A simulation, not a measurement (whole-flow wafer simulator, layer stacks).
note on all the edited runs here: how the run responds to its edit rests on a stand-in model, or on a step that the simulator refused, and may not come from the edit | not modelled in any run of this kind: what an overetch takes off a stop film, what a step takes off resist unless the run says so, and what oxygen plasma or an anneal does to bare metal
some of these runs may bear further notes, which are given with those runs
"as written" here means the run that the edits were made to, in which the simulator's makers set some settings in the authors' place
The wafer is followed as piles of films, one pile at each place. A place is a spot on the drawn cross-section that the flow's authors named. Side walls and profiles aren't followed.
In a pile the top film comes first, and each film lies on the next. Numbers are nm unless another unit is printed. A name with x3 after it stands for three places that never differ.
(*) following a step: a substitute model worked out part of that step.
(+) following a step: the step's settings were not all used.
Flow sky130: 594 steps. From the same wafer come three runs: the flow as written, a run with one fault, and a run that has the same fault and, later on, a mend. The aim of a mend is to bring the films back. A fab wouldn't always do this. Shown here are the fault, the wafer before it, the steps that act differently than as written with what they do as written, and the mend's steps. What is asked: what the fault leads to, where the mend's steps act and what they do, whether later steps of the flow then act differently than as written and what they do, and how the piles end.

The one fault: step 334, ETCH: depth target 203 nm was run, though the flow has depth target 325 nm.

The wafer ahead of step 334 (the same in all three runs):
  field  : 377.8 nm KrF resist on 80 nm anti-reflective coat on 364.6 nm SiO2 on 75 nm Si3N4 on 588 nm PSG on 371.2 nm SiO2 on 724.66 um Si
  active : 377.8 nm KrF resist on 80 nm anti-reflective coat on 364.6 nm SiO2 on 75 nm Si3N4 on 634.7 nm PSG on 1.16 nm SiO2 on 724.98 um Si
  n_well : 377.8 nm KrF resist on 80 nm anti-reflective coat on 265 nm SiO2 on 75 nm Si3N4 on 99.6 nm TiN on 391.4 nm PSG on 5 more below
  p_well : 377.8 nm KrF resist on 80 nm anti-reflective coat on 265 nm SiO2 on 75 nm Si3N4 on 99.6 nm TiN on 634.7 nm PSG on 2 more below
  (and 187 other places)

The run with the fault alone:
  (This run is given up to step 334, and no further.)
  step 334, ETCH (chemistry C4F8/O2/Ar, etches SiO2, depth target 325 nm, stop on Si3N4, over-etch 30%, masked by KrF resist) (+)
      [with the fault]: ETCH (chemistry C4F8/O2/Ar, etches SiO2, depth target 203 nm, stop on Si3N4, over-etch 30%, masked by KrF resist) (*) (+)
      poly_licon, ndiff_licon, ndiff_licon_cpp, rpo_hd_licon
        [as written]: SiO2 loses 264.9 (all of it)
        [with the fault]: SiO2 loses 203
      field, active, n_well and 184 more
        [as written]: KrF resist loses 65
        [with the fault]: KrF resist loses 40.6
  The piles after step 334 differ from the flow's at field, active, n_well and 188 more by more than 2% or 0.5 nm, whichever is larger.
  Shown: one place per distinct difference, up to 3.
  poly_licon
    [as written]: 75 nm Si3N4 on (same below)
    [with the fault]: 61.9 nm SiO2 on 75 nm Si3N4 on (same below)
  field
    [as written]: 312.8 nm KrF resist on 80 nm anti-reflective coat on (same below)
    [with the fault]: 337.2 nm KrF resist on 80 nm anti-reflective coat on (same below)

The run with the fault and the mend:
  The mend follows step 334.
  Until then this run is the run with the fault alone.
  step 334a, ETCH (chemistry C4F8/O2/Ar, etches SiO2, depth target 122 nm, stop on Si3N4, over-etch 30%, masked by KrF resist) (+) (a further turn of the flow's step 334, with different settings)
      field, active, n_well and 184 more
        KrF resist loses 24.4
      poly_licon, ndiff_licon, ndiff_licon_cpp, rpo_hd_licon
        SiO2 loses 61.9 (all of it)
  Later steps of the flow that are run all act as written at every place that is followed.
  The piles end the same as the flow's at every place that both follow.
